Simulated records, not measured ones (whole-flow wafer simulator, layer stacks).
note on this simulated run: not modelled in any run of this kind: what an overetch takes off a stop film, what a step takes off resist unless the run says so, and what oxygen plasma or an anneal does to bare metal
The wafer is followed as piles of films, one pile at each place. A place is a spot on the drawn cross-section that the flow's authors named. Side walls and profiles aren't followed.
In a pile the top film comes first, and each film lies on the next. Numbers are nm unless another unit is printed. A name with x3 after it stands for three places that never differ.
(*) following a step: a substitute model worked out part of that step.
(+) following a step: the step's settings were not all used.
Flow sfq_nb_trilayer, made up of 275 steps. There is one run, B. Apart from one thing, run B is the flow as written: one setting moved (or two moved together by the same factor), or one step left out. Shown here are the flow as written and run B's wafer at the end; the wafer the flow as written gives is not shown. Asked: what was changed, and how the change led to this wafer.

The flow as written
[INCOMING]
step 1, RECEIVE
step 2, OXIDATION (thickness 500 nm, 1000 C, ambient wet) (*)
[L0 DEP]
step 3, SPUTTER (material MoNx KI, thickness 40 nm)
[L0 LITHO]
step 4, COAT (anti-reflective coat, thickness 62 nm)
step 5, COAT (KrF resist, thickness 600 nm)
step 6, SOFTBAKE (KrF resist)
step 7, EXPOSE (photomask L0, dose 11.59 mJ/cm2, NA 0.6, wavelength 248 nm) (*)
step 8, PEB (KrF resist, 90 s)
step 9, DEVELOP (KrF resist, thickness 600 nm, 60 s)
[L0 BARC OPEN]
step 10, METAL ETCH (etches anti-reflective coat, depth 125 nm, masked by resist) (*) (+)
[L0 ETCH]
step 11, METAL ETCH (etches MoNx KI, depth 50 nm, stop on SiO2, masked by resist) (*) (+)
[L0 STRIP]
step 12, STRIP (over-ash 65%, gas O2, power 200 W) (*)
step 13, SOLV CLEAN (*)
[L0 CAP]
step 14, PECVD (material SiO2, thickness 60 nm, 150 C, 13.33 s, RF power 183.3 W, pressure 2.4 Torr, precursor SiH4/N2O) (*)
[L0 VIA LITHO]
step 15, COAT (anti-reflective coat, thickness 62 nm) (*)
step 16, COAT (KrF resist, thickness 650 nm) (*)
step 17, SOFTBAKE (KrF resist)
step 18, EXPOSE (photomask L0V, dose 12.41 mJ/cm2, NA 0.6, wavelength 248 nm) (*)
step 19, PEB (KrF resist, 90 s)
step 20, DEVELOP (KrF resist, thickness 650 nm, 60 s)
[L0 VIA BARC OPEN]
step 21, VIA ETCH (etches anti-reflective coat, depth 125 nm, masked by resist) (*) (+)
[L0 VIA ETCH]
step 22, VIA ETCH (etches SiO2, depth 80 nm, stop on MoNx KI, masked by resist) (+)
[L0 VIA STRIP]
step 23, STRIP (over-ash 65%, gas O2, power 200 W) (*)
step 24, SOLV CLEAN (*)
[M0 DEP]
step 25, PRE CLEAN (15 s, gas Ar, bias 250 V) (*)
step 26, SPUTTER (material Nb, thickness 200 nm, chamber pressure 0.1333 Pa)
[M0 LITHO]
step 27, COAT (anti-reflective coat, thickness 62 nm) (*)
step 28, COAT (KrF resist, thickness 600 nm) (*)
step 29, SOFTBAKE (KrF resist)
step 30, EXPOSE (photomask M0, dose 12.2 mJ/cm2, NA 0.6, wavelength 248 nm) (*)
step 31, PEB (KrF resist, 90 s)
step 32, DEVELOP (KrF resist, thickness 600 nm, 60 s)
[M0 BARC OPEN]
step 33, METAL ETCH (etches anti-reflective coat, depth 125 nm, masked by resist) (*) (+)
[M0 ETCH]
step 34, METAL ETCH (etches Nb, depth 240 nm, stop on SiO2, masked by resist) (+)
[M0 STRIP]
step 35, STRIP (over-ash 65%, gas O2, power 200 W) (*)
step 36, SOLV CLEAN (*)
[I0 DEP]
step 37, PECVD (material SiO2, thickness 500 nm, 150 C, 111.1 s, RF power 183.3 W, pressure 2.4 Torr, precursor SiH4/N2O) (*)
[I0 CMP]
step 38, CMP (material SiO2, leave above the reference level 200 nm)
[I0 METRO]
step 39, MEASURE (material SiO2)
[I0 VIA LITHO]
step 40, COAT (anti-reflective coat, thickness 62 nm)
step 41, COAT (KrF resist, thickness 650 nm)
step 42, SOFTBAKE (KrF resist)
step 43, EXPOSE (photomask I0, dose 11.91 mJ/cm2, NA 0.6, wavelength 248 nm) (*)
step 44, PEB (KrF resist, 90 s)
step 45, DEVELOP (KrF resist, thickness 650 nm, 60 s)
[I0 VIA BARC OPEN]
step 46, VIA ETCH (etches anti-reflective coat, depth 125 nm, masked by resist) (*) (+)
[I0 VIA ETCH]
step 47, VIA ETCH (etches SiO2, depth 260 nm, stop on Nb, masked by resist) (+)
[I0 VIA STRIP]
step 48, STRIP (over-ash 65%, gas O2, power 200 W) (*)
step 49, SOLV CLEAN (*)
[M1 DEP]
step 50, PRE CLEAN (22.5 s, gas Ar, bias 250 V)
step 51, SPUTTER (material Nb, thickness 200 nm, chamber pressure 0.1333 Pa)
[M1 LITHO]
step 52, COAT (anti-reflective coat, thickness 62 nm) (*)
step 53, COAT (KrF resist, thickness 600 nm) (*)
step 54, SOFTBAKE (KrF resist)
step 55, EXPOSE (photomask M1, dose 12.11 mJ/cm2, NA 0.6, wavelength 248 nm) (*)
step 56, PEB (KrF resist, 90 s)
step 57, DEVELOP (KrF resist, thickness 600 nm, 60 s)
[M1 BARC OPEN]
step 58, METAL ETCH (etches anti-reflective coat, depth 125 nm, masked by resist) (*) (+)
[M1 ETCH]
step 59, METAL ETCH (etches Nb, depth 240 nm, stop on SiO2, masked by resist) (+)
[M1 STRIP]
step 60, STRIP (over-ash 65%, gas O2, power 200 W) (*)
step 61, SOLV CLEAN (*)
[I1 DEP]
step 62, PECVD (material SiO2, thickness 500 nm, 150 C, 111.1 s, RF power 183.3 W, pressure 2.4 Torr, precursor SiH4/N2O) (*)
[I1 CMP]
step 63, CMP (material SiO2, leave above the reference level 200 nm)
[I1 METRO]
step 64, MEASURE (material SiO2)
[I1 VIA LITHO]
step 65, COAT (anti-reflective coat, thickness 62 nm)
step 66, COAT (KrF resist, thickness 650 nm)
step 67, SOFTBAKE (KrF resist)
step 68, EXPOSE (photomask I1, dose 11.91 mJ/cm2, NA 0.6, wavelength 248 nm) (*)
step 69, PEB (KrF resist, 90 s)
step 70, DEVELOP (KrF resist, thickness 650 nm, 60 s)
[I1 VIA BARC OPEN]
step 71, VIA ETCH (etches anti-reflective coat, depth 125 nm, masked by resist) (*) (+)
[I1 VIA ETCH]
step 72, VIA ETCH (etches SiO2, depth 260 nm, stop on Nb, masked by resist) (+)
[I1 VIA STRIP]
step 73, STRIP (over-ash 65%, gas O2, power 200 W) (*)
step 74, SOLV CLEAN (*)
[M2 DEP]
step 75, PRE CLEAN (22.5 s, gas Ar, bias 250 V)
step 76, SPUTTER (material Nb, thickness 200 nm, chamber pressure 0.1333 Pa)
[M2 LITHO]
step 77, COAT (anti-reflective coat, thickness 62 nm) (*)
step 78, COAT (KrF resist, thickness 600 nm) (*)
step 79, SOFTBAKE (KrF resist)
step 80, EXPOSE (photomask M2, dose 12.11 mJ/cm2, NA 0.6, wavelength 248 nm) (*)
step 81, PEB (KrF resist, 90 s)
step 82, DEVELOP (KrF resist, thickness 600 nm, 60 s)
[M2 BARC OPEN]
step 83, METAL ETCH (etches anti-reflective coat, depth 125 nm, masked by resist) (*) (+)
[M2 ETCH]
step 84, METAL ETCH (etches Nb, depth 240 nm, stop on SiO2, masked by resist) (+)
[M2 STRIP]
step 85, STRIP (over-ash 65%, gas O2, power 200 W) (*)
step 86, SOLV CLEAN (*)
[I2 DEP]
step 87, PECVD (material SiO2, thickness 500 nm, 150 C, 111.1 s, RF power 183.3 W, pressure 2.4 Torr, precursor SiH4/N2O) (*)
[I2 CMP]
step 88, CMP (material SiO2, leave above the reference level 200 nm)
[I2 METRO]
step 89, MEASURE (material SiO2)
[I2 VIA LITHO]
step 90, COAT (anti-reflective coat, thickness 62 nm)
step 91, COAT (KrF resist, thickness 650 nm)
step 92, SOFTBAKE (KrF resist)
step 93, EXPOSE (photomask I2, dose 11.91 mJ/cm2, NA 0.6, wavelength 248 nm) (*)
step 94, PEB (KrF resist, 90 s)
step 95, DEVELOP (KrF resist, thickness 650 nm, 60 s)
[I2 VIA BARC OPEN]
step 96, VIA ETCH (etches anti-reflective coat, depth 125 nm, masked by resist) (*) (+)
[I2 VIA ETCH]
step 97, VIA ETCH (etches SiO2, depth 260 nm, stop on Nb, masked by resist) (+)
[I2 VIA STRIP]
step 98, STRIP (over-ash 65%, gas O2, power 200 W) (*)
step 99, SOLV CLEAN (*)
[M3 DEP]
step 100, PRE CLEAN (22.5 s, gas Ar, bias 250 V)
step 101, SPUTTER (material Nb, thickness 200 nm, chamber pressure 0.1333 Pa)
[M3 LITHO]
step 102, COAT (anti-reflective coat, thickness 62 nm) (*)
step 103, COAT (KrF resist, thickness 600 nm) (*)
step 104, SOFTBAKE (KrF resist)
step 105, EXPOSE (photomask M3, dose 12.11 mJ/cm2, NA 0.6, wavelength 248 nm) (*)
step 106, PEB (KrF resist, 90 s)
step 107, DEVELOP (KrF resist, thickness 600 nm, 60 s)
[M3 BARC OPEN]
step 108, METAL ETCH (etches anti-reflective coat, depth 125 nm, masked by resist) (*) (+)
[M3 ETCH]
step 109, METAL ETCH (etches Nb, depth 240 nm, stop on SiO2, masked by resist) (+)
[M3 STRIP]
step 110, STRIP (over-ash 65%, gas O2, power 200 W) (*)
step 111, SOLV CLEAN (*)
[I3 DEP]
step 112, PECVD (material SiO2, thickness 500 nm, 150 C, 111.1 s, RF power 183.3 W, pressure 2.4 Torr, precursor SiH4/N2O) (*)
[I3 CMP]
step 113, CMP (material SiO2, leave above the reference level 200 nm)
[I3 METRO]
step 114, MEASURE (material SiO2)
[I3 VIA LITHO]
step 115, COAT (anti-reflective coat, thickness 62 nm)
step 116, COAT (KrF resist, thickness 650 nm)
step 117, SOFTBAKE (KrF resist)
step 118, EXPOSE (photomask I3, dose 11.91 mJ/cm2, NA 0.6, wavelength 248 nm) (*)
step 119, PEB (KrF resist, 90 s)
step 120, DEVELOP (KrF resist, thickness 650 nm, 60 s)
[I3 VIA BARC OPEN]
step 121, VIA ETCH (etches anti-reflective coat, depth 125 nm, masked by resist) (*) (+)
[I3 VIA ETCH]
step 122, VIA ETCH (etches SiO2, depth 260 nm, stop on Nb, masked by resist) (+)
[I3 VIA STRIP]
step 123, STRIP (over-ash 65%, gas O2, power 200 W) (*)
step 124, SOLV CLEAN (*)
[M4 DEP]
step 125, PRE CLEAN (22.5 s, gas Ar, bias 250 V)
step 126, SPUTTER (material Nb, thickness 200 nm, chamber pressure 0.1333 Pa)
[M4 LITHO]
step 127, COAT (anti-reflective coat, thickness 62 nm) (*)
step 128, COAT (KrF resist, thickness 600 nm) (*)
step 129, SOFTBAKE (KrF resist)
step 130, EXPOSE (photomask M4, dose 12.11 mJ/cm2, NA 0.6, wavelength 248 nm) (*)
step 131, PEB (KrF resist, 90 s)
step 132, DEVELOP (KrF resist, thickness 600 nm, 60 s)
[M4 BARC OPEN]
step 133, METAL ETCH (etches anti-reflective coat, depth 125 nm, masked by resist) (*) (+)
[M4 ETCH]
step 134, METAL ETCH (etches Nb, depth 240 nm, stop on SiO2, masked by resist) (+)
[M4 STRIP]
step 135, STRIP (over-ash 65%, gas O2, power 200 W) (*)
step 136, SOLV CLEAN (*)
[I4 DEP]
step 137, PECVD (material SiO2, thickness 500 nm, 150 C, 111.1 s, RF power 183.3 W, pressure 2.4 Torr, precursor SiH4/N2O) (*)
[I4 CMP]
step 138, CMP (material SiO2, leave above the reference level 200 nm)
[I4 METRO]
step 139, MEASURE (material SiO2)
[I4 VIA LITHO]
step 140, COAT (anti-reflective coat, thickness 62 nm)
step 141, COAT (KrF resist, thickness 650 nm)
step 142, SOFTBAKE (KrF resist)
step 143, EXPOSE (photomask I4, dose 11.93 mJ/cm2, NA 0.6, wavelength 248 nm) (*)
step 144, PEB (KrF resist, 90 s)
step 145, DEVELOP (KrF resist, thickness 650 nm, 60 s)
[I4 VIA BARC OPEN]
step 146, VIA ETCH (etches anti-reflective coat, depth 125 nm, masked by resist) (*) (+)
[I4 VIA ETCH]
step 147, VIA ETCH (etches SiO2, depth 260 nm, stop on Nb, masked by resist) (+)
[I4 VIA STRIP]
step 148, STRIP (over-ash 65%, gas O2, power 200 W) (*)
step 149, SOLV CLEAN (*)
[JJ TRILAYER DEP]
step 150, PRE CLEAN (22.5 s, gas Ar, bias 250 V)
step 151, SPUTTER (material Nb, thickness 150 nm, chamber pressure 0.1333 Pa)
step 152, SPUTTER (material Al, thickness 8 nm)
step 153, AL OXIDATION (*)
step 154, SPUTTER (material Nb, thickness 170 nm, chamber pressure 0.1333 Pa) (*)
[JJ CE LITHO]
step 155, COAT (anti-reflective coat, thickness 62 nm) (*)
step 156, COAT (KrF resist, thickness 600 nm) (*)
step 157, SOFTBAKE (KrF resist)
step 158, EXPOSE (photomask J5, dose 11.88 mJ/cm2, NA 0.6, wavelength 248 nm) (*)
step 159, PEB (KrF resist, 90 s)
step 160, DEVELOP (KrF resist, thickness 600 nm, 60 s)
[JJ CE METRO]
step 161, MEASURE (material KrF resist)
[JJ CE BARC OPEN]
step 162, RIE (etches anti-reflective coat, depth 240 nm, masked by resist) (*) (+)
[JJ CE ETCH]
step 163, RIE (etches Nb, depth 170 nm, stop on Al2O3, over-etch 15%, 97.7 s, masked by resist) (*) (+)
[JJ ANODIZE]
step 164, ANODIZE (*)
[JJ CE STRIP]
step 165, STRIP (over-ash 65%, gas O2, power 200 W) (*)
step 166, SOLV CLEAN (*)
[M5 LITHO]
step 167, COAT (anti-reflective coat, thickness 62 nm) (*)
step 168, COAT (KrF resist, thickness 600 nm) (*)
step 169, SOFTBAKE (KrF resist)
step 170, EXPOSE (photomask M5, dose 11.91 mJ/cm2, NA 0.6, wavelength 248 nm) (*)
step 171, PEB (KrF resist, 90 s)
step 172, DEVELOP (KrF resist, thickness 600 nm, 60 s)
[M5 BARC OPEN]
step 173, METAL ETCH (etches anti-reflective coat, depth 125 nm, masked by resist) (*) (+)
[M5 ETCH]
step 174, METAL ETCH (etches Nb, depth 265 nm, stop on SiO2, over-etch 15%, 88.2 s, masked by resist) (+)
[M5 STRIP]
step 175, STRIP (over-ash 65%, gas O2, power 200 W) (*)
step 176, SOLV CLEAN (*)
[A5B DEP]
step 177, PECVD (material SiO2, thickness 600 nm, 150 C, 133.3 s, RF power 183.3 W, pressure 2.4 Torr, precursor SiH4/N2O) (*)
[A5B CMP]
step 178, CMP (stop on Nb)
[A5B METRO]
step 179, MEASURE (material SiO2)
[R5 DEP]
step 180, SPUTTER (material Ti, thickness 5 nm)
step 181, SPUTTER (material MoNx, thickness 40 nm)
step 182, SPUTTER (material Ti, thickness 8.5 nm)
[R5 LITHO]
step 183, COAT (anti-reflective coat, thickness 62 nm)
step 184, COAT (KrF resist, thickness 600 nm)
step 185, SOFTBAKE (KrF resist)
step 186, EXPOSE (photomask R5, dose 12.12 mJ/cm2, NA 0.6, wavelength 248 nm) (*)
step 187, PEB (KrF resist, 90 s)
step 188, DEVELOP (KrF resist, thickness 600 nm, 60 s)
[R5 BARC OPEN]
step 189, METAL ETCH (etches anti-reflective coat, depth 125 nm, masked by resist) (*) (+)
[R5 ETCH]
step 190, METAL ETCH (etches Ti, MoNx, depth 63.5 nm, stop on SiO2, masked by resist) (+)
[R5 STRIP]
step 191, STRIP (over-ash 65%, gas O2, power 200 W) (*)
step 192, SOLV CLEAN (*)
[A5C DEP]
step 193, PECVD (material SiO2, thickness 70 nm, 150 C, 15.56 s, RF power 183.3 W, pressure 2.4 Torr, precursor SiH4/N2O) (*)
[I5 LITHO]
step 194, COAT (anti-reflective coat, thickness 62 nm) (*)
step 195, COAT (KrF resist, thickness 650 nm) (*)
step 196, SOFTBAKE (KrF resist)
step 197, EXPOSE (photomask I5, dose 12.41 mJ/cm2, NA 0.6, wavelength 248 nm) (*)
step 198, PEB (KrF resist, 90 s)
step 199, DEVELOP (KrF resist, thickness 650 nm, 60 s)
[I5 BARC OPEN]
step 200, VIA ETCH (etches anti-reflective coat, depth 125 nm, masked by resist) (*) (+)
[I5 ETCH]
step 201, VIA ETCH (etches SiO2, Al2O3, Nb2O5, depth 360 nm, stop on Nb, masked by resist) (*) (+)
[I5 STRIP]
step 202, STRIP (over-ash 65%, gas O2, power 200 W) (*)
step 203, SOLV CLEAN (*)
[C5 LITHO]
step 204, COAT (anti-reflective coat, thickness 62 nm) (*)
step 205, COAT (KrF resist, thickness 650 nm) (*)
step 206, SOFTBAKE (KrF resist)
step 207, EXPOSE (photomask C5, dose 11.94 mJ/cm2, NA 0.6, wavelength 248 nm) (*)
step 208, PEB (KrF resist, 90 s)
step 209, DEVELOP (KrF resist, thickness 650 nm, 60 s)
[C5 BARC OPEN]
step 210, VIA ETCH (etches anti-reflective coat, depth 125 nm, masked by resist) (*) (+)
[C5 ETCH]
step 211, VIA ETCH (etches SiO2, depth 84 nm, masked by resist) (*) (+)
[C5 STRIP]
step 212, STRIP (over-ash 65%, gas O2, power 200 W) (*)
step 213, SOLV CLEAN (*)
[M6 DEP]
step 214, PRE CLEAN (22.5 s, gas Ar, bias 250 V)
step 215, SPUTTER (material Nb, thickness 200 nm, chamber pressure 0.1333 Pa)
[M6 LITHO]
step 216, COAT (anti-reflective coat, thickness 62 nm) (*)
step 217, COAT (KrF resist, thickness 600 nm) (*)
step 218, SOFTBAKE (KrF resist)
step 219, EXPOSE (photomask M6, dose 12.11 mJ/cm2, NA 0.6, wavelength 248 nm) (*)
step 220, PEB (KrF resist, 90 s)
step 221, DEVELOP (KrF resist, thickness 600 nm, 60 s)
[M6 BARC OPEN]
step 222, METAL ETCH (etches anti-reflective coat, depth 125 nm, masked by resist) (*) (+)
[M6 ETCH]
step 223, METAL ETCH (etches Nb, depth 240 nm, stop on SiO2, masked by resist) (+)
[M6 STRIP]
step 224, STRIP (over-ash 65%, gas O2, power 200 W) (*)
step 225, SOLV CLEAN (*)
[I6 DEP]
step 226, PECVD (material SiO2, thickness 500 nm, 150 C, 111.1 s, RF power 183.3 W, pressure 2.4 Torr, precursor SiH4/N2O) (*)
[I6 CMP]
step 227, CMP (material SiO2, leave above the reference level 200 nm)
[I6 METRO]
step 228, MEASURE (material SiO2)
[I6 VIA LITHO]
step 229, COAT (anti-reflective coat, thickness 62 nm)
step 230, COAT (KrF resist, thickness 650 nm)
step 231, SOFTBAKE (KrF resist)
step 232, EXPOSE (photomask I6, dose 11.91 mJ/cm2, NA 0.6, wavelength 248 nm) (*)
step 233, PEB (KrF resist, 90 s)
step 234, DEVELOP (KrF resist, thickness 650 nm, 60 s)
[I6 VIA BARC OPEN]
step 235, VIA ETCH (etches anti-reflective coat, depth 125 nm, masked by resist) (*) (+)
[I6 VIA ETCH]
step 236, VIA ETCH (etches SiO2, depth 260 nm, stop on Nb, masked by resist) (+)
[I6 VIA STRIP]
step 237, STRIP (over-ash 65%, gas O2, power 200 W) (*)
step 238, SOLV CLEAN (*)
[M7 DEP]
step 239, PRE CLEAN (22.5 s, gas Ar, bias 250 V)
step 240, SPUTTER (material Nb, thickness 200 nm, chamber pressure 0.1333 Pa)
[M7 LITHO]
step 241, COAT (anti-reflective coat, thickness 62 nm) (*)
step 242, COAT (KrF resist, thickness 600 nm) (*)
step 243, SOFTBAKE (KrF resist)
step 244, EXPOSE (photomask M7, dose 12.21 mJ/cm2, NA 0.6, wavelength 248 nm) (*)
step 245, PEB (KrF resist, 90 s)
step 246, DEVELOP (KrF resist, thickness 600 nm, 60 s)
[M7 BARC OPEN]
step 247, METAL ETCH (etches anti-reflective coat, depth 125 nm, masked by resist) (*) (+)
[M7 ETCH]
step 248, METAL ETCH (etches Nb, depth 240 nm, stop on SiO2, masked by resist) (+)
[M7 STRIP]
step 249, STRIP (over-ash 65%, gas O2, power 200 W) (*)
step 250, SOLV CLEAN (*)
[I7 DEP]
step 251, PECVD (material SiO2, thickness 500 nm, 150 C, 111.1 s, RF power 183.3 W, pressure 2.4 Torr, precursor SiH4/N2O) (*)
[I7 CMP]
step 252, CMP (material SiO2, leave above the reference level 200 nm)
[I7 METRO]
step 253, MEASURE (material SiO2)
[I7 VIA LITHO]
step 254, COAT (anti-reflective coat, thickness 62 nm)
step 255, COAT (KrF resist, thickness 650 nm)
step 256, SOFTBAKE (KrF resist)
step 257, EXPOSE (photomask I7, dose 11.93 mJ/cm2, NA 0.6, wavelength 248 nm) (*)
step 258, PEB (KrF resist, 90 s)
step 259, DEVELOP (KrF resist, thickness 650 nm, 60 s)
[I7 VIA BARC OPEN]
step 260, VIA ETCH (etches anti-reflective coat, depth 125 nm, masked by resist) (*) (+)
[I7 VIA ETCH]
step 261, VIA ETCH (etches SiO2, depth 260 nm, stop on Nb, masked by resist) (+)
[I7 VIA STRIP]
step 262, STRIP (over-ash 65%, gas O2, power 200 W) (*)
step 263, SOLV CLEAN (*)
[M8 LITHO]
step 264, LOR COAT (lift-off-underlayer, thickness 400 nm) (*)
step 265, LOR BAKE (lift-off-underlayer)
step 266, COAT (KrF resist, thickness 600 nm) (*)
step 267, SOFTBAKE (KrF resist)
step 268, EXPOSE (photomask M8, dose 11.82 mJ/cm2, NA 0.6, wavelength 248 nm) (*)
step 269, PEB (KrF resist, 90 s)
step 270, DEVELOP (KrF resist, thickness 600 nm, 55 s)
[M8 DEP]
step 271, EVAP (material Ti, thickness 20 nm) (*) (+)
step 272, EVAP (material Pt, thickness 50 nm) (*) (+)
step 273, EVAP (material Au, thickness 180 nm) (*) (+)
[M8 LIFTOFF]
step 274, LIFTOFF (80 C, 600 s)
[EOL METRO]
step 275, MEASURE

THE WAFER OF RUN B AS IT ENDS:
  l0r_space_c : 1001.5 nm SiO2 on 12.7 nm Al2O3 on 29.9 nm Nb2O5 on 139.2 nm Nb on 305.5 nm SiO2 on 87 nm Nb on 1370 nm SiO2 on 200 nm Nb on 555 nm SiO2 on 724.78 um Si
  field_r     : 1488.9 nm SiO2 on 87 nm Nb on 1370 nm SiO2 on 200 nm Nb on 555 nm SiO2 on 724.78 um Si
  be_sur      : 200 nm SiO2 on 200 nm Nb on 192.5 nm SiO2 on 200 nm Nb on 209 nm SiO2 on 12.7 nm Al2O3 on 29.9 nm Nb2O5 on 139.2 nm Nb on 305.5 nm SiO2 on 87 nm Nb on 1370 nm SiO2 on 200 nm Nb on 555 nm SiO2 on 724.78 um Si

The reason: step 134, METAL ETCH: depth 113 nm was run, while the flow as written has depth 240 nm.

The path from the change to this, step by step:
  step 134, METAL ETCH (etches Nb, depth 240 nm, stop on SiO2, masked by resist) (+)
      field_l, be, be_sur and 64 more: -113 Nb (as written it would have been: -200 Nb (all of it))
      v_sur, via_wl, via_w and 36 more: -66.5 KrF resist (as written it would have been: -141.2 KrF resist)
  step 135, STRIP (over-ash 65%, gas O2, power 200 W) (*)
      p4_fl, p4_fm, p4_w1 and 26 more: -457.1 KrF resist (all of it), -62 anti-reflective coat (all of it) (as written it would have been: -382.4 KrF resist (all of it), -62 anti-reflective coat (all of it))
      ln_m5, lsp_m: -456.6 KrF resist (all of it), -61.8 anti-reflective coat (all of it) (as written it would have been: -381.9 KrF resist (all of it), -61.8 anti-reflective coat (all of it))
      (also at 8 further places)
  step 137, PECVD (material SiO2, thickness 500 nm, 150 C, 111.1 s, RF power 183.3 W, pressure 2.4 Torr, precursor SiH4/N2O) (*)
      field_l, be, be_sur and 55 more: +500 SiO2 (new film) (as written it would have been: +500 SiO2)
      p3_s0, p3_s1, p3_s2, p3_s3, p3_s4, p3_s5: +500 SiO2 (new film) (as written it would have been: +557.1 SiO2)
      (also at 3 further places)
  step 138, CMP (material SiO2, leave above the reference level 200 nm)
      field_l, be, be_sur and 55 more: -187 SiO2 (as written it would have been: -100 SiO2)
      p3_s0, p3_s1, p3_s2, p3_s3, p3_s4, p3_s5: -187 SiO2 (as written it would have been: -157.1 SiO2)
      (also at 3 further places)
Taking metal films that touch as one body, l0r_space_c has 3 bodies (between them, from the top down: SiO2 305.5; SiO2 1370); the flow as written gives 2 bodies (between them, from the top down: SiO2 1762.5).
Taking metal films that touch as one body, field_r has 2 bodies (between them, from the top down: SiO2 1370); the flow as written gives 1 body.
Taking metal films that touch as one body, be_sur has 5 bodies (between them, from the top down: SiO2 192.5; SiO2 209 / Al2O3 12.7 / Nb2O5 29.9; SiO2 305.5; SiO2 1370); the flow as written gives 4 bodies (between them, from the top down: SiO2 192.5; SiO2 209 / Al2O3 12.7 / Nb2O5 29.9; SiO2 1762.5).
